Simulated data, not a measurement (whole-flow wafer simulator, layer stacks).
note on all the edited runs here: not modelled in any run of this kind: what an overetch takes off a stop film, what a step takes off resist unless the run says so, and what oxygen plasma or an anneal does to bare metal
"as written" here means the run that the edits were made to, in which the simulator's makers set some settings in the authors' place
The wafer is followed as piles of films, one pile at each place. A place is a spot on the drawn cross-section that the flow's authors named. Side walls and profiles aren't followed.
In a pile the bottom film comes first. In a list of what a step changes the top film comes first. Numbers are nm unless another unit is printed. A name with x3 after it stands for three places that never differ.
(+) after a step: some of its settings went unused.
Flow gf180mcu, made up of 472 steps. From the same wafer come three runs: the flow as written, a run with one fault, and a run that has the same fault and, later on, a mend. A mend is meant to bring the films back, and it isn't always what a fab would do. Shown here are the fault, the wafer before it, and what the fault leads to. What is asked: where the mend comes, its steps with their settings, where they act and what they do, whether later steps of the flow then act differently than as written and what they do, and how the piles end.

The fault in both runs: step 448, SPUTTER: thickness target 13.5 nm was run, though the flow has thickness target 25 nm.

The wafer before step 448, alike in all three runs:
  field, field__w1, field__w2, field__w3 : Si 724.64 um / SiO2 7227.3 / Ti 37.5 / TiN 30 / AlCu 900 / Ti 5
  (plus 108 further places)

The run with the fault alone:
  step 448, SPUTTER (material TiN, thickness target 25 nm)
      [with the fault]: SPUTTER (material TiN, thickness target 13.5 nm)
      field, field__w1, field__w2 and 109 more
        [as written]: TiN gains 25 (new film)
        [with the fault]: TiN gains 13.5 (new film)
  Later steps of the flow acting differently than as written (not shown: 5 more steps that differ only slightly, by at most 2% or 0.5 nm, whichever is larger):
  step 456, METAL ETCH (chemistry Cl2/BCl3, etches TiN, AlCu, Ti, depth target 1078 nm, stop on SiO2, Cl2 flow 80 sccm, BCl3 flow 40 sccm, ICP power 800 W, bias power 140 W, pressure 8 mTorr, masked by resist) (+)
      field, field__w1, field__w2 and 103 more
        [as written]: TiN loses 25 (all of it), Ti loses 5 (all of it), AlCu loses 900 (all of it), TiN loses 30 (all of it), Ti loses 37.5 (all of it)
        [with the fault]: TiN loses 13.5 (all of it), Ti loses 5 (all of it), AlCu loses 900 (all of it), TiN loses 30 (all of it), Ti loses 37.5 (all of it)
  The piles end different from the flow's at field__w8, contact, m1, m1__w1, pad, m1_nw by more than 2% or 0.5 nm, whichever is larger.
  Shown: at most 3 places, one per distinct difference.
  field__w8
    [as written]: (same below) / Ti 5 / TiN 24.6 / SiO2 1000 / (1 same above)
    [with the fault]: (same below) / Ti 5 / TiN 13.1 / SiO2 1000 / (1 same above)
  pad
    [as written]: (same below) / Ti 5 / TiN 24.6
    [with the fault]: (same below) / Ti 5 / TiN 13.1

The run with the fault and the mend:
  The mend stands after step 448.
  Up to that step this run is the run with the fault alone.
  step 448a, SPUTTER (material TiN, thickness target 11.5 nm) (the flow's step 448 again, with other settings)
      field, field__w1, field__w2 and 109 more
        TiN gains 11.5
  Later steps of the flow that are run all act as written at every place that is followed.
  The piles end the same as the flow's at every place that both follow.
